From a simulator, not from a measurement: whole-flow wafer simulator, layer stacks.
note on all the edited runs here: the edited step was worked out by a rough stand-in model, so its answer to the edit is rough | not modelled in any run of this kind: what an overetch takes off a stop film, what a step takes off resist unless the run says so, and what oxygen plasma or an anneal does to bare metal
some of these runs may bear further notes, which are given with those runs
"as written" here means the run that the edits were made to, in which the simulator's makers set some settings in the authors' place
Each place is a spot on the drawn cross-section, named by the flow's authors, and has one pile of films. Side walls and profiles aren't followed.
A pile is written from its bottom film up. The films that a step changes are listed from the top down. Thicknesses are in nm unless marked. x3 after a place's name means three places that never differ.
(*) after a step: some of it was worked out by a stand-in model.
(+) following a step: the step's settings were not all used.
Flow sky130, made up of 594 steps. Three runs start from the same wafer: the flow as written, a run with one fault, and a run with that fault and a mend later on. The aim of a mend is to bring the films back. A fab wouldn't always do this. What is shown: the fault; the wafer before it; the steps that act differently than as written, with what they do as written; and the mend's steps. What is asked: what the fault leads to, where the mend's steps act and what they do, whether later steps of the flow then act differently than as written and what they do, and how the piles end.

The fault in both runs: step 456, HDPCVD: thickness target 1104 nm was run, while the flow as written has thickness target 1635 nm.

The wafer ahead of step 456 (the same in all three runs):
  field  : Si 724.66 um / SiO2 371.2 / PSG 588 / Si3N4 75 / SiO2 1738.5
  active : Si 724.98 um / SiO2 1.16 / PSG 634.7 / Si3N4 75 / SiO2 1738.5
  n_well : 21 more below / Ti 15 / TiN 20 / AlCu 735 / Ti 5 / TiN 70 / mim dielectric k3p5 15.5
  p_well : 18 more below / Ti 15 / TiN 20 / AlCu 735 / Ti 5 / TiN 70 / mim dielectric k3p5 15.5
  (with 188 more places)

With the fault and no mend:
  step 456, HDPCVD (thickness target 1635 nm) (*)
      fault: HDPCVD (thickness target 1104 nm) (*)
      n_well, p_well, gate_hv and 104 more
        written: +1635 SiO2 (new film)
        fault: +1104 SiO2 (new film)
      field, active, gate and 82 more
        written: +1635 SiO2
        fault: +1104 SiO2
  Steps further on in the flow that do not act as written (20 more steps, not shown, differ only slightly: by at most 2% or 0.5 nm, whichever is larger):
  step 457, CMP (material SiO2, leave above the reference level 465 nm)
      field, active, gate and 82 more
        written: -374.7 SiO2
        fault: nothing
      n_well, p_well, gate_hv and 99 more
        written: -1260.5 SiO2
        fault: -729.5 SiO2
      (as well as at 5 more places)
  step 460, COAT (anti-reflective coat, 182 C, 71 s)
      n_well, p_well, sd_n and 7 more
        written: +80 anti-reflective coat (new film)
        fault: +3 anti-reflective coat (new film)
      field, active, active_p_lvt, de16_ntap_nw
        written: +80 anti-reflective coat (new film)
        fault: +69.9 anti-reflective coat (new film)
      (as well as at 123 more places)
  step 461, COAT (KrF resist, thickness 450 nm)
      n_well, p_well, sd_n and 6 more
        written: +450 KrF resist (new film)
        fault: +361.3 KrF resist (new film)
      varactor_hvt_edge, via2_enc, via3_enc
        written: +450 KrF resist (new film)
        fault: +386 KrF resist (new film)
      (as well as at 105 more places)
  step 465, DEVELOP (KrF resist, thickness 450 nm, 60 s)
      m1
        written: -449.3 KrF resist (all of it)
        fault: -418.5 KrF resist (all of it)
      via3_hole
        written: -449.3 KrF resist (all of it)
        fault: -380.3 KrF resist (all of it)
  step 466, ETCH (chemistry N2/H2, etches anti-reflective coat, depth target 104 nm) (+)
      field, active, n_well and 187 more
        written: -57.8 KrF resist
        fault: -7.74 KrF resist
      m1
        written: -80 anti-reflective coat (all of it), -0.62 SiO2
        fault: -9.29 anti-reflective coat (all of it), -0.12 SiO2
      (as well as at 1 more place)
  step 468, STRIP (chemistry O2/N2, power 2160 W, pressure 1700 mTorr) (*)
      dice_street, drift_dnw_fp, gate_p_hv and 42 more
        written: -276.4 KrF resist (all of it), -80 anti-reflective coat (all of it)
        fault: -326.5 KrF resist (all of it), -80 anti-reflective coat (all of it)
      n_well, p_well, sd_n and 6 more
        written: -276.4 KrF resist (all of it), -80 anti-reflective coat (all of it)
        fault: -238 KrF resist (all of it), -3 anti-reflective coat (all of it)
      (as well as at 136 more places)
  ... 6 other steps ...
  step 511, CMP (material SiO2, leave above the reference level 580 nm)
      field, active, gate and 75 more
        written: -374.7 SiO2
        fault: -393.2 SiO2
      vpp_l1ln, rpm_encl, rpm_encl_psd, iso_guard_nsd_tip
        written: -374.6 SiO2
        fault: -393.2 SiO2
  By the end, the piles at field, active, gate and 84 more depart from the flow's by more than 2% or 0.5 nm, whichever is larger.
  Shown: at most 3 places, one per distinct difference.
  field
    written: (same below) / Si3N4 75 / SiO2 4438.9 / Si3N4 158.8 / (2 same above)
    fault: (same below) / Si3N4 75 / SiO2 2842.5 / TiN 20 / W 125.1 / SiO2 1451.3 / Si3N4 158.8 / (2 same above)
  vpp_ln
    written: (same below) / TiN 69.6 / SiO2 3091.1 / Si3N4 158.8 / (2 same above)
    fault: (same below) / TiN 69.6 / SiO2 1494.7 / TiN 20 / W 125.1 / SiO2 1451.3 / Si3N4 158.8 / (2 same above)
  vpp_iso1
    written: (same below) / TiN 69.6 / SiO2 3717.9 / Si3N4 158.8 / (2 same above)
    fault: (same below) / TiN 69.6 / SiO2 2121.5 / TiN 20 / W 125.1 / SiO2 1451.3 / Si3N4 158.8 / (2 same above)

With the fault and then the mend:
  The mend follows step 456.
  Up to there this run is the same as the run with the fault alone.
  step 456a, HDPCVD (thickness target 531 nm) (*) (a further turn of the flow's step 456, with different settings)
      field, active, n_well and 189 more
        +531 SiO2
  Later steps of the flow that are run all act as written at every place that is followed.
  By the end, the piles equal the flow's at every place that both follow.
